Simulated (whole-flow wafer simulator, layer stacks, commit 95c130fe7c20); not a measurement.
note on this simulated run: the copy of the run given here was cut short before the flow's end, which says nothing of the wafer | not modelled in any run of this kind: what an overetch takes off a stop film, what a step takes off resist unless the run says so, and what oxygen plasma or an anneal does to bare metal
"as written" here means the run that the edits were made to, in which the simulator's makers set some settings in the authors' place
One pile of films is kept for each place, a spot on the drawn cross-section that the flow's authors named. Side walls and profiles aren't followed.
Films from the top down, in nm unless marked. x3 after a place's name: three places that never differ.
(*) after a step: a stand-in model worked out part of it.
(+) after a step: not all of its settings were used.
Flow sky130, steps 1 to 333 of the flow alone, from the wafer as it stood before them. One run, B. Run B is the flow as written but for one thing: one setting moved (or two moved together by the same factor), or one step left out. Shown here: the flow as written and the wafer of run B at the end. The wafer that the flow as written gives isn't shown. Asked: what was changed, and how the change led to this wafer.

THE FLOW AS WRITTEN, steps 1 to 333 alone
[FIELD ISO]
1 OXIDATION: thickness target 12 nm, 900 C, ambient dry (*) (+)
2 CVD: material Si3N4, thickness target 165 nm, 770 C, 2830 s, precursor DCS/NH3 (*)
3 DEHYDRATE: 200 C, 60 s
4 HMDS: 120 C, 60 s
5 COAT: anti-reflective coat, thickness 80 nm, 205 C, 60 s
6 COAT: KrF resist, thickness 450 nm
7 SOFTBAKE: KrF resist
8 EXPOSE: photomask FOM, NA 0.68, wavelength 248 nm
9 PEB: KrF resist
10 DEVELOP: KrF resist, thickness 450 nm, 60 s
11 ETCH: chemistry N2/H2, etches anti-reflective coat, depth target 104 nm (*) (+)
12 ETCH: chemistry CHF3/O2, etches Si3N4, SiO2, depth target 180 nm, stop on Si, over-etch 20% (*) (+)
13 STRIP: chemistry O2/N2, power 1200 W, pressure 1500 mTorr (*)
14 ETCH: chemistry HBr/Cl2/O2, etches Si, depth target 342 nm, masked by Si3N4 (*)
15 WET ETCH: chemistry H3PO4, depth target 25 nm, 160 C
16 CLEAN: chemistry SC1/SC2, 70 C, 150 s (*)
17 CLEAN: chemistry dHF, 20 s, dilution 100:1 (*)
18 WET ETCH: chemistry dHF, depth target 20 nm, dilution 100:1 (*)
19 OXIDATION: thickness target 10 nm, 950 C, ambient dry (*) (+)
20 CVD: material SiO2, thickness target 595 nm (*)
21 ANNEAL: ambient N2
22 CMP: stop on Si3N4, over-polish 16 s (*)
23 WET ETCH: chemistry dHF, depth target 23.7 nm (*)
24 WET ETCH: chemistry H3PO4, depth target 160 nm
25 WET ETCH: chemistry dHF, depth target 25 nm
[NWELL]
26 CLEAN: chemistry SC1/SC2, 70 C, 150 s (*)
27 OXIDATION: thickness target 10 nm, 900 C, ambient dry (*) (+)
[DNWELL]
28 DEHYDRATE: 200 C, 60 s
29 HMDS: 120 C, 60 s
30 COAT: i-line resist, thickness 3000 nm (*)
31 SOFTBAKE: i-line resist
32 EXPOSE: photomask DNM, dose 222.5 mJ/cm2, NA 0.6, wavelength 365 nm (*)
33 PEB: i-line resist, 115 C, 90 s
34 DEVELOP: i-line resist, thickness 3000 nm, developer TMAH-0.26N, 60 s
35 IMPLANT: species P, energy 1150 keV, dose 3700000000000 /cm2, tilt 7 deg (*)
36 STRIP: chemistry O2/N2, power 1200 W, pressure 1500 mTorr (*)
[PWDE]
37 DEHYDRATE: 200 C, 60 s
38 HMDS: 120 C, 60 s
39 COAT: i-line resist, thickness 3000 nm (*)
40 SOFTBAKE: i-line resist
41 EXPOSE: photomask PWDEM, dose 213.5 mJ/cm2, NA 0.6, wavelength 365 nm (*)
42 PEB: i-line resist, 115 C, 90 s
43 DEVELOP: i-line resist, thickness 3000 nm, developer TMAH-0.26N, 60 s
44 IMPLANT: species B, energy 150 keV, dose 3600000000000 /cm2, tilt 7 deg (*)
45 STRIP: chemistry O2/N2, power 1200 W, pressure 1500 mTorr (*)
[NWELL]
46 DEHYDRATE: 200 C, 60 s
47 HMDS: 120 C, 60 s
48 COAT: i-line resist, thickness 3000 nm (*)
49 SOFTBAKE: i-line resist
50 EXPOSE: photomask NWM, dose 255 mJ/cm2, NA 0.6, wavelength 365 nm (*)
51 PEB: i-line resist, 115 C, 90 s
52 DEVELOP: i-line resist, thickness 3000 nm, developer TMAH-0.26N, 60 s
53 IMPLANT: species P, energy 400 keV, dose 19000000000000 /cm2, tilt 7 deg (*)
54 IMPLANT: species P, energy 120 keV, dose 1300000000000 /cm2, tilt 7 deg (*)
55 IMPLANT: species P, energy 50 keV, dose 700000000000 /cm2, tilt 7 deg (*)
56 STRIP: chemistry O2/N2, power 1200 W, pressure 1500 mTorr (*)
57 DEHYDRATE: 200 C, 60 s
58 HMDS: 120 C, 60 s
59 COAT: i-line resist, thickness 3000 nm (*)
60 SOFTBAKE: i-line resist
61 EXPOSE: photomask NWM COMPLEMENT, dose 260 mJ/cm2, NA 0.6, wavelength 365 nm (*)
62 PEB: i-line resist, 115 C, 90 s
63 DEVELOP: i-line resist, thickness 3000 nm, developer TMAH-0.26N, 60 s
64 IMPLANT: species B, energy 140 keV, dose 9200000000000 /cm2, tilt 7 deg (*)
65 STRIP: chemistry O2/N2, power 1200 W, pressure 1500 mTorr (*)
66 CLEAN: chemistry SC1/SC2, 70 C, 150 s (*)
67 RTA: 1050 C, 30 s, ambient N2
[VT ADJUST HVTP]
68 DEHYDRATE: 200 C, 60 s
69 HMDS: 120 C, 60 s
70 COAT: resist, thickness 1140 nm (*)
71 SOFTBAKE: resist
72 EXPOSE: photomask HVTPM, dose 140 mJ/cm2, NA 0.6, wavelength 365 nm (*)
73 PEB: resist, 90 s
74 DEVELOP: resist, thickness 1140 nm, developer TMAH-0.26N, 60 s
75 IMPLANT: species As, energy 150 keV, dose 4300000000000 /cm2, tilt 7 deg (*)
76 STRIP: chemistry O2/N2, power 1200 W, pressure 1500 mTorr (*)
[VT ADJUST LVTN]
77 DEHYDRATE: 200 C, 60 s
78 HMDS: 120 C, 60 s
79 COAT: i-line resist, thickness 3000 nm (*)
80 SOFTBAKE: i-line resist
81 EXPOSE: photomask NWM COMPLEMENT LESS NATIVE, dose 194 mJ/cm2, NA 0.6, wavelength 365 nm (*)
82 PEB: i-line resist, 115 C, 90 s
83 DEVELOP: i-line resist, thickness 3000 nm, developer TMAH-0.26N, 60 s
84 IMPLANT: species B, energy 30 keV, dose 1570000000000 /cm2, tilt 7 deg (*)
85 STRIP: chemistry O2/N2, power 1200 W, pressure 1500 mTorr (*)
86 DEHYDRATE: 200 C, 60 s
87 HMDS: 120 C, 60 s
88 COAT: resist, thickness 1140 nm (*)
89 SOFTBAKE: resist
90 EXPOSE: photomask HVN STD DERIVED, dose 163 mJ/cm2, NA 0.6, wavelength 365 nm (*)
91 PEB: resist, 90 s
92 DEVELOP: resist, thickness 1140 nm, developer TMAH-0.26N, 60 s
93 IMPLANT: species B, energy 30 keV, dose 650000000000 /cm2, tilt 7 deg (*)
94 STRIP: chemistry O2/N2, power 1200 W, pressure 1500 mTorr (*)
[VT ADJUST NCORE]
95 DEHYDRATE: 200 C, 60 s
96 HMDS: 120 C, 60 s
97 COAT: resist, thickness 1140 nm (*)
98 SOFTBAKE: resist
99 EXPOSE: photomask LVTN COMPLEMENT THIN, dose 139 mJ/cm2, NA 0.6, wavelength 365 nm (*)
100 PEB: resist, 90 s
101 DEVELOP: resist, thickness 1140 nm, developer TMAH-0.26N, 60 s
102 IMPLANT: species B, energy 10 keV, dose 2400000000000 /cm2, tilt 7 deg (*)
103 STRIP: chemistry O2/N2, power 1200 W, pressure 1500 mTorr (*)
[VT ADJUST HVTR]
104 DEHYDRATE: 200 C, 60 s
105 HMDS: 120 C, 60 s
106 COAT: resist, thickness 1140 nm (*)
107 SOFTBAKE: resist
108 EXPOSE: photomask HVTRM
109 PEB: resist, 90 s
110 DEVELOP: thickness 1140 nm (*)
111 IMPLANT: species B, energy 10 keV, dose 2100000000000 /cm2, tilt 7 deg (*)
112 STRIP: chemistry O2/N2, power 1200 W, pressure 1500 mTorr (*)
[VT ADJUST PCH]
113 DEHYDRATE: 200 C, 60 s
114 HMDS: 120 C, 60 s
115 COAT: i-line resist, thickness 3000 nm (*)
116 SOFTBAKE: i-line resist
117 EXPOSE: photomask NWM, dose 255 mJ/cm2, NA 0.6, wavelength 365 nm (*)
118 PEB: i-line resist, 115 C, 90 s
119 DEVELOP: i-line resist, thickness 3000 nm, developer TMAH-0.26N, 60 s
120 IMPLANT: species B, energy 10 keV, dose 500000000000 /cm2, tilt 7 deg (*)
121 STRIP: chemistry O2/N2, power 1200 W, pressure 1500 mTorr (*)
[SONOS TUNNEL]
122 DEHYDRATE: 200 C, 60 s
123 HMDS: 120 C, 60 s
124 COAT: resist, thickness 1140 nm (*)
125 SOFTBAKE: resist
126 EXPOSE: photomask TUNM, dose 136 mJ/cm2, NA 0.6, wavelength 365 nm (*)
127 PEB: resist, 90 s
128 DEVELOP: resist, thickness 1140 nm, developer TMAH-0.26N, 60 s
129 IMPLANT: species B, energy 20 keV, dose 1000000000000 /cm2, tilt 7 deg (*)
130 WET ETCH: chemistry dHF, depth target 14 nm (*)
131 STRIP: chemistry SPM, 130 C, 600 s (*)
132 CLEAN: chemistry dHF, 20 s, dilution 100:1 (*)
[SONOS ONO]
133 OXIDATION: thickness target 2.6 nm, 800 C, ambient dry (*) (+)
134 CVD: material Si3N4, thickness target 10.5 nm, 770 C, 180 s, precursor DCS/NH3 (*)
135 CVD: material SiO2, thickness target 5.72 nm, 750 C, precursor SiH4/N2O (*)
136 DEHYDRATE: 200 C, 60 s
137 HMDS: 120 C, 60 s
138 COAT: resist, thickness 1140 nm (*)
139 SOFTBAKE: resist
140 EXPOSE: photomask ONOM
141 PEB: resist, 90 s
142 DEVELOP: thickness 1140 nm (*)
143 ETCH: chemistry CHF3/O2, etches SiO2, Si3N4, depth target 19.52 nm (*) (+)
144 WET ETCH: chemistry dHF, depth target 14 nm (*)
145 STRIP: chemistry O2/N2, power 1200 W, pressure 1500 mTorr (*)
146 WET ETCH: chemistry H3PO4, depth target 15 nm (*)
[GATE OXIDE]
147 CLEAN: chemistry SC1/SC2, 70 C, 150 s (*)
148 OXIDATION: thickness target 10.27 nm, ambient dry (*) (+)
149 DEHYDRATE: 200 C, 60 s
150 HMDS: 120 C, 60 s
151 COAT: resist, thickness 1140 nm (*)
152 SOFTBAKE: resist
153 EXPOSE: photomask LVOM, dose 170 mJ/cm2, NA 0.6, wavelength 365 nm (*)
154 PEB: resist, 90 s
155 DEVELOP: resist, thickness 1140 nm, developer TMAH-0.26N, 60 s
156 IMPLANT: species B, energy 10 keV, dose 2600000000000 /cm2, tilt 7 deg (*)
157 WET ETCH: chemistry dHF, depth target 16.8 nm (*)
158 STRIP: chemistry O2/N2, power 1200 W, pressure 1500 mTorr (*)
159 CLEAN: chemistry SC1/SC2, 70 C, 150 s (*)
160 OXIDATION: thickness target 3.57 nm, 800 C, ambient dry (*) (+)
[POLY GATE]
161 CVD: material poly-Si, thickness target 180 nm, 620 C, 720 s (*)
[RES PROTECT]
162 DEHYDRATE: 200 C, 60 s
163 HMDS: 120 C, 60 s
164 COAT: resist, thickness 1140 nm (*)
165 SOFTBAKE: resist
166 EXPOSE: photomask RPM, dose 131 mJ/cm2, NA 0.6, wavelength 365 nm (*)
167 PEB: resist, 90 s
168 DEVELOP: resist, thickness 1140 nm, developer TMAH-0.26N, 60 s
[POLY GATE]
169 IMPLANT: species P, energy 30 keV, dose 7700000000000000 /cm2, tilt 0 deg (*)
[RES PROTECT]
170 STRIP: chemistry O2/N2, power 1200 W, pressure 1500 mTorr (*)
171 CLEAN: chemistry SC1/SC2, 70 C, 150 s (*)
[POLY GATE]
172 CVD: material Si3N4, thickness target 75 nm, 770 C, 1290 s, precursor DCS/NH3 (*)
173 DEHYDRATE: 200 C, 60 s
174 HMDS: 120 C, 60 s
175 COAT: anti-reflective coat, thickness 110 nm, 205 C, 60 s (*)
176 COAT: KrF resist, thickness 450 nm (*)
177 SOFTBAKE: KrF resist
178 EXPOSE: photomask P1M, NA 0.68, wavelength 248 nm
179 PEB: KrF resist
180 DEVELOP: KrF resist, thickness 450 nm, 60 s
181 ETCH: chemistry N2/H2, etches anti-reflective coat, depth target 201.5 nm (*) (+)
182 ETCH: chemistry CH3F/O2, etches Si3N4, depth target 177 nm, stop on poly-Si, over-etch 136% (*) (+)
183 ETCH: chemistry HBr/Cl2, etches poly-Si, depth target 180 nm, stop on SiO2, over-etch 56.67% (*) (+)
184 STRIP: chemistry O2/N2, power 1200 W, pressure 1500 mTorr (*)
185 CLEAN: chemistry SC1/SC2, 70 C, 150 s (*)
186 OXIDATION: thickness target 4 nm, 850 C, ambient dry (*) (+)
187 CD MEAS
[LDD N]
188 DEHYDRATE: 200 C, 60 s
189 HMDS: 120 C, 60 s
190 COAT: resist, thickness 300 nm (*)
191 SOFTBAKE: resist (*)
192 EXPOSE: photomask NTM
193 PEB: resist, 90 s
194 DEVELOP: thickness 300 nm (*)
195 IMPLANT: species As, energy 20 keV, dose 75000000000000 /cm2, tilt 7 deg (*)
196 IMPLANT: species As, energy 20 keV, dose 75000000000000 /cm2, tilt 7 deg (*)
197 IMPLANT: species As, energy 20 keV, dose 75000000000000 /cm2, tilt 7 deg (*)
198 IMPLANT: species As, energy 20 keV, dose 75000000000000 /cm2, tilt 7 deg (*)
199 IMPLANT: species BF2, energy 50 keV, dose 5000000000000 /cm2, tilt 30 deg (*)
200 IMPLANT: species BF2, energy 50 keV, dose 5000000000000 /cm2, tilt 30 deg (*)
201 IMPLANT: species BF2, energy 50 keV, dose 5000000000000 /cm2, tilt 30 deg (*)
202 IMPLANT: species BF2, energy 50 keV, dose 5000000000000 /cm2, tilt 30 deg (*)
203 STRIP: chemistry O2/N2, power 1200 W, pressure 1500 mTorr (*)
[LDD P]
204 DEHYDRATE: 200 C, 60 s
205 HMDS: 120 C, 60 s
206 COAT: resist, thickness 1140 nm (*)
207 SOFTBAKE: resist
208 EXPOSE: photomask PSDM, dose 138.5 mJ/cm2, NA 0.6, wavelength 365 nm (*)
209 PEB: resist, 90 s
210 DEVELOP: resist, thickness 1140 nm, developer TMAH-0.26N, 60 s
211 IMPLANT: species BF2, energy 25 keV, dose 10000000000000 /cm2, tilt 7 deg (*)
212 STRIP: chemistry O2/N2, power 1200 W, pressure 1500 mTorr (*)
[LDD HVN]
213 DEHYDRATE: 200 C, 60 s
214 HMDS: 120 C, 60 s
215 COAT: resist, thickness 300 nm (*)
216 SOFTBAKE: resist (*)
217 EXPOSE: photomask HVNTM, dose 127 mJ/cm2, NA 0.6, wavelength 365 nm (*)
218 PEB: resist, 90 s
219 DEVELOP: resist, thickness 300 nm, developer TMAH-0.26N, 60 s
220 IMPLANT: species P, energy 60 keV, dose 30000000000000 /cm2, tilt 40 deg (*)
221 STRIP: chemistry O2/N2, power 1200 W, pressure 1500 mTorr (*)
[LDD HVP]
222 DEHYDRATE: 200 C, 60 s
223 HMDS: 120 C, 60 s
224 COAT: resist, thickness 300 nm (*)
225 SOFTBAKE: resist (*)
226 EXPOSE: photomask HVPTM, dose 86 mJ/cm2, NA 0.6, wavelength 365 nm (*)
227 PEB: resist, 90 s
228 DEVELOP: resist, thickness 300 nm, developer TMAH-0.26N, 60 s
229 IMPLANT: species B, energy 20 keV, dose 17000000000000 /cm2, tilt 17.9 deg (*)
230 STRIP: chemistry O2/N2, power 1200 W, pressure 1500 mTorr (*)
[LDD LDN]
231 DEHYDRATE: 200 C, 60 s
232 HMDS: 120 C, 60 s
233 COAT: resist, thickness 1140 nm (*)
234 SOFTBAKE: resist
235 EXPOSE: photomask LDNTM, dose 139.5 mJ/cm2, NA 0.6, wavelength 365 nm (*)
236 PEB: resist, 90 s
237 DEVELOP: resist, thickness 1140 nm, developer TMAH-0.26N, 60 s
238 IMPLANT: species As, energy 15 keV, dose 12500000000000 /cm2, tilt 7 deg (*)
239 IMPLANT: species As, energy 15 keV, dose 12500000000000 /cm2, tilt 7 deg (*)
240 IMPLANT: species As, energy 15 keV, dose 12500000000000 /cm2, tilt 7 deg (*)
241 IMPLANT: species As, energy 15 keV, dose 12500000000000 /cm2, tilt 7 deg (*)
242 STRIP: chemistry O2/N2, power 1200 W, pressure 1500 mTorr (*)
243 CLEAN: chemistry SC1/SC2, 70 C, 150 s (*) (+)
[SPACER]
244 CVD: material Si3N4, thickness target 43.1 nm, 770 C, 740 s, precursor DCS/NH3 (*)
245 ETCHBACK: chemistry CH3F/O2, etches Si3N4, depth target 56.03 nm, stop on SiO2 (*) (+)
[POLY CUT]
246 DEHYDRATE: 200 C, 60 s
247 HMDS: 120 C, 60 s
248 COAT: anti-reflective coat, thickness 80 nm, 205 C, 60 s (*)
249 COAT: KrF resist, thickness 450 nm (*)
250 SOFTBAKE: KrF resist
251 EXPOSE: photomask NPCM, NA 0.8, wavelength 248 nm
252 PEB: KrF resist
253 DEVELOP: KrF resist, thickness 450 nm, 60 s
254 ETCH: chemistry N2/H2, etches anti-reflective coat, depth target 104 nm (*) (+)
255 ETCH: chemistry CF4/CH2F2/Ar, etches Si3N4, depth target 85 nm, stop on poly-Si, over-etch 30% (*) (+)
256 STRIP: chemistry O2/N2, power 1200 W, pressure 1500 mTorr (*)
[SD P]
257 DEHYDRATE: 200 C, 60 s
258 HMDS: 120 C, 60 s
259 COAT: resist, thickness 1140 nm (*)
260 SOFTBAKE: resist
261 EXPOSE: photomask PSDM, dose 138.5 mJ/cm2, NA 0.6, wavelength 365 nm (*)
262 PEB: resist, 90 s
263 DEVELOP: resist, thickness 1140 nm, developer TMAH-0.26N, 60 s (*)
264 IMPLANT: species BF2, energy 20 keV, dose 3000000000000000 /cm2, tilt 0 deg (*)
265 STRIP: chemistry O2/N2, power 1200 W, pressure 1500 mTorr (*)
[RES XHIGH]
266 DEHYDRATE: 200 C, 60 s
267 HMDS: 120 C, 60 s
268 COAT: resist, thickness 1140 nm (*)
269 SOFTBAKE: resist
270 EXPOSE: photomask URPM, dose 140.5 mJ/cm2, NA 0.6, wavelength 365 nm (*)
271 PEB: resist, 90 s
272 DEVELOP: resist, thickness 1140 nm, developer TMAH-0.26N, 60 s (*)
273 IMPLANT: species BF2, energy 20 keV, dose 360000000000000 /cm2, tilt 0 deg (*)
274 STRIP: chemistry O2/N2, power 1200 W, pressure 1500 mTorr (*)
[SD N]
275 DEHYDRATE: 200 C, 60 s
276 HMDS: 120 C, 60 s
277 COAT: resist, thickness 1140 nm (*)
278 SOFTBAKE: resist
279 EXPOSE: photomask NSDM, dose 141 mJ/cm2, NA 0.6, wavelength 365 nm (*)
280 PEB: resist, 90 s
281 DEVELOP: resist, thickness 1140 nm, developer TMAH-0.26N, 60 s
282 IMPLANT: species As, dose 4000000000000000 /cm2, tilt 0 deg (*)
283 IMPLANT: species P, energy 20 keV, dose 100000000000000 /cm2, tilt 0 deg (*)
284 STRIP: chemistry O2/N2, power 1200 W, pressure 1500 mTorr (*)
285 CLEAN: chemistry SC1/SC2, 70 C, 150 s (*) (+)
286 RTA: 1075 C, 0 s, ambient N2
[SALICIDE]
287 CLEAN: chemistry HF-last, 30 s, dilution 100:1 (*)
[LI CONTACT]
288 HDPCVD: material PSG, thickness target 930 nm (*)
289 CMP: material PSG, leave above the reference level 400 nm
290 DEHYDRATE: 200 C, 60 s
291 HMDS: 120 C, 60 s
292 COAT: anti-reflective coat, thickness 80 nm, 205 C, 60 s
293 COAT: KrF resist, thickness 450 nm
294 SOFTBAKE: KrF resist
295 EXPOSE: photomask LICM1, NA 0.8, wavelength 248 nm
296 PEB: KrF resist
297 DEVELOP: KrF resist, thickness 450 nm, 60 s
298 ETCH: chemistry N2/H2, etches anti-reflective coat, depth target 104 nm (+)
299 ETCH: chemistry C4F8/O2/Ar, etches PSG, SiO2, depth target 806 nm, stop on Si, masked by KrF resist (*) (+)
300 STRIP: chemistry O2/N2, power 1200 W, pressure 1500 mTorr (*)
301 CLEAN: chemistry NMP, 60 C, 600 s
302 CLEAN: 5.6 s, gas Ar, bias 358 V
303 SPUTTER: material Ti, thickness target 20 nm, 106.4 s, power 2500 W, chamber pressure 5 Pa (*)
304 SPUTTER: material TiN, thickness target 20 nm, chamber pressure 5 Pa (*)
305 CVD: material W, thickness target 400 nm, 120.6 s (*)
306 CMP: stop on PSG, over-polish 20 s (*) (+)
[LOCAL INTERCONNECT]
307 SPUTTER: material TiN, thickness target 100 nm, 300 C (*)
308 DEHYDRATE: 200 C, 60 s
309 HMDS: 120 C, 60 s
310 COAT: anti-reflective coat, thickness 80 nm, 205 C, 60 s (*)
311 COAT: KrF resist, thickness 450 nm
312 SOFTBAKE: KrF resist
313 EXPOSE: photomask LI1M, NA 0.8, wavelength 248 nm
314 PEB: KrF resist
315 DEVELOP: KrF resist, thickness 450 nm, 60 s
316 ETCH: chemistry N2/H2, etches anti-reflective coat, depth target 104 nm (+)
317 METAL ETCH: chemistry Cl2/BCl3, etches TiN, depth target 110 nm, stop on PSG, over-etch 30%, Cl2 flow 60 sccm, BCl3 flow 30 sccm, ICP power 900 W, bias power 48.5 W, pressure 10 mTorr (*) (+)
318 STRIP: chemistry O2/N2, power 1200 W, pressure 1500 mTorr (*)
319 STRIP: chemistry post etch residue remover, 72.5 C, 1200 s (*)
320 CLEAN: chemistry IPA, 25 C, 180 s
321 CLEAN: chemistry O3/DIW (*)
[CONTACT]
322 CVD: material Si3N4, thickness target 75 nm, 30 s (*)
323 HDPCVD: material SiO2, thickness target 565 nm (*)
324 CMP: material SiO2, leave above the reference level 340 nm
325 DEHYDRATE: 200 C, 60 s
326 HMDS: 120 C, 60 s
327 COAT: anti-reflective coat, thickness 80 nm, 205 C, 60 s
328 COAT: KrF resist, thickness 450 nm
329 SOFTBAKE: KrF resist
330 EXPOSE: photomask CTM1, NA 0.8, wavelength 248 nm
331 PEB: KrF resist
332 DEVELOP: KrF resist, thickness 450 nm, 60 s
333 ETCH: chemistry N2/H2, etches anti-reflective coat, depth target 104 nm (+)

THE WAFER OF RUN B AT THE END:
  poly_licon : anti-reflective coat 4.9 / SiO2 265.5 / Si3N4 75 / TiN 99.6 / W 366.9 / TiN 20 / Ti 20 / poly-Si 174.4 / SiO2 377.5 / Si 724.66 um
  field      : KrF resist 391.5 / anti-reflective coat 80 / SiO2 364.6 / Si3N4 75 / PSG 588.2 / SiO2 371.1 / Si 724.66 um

The cause: step 333, ETCH: depth target 75.1 nm was run, where the flow has depth target 104 nm.

How the change led to this, step by step:
  333 ETCH: chemistry N2/H2, etches anti-reflective coat, depth target 104 nm (+)
      poly_licon, ndiff_licon, ndiff_licon_cpp, rpo_hd_licon: anti-reflective coat -75.1 (as written it would be: anti-reflective coat -80 (all of it), SiO2 -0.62)
      field, active, n_well and 184 more: KrF resist -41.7 (as written it would be: KrF resist -57.8)
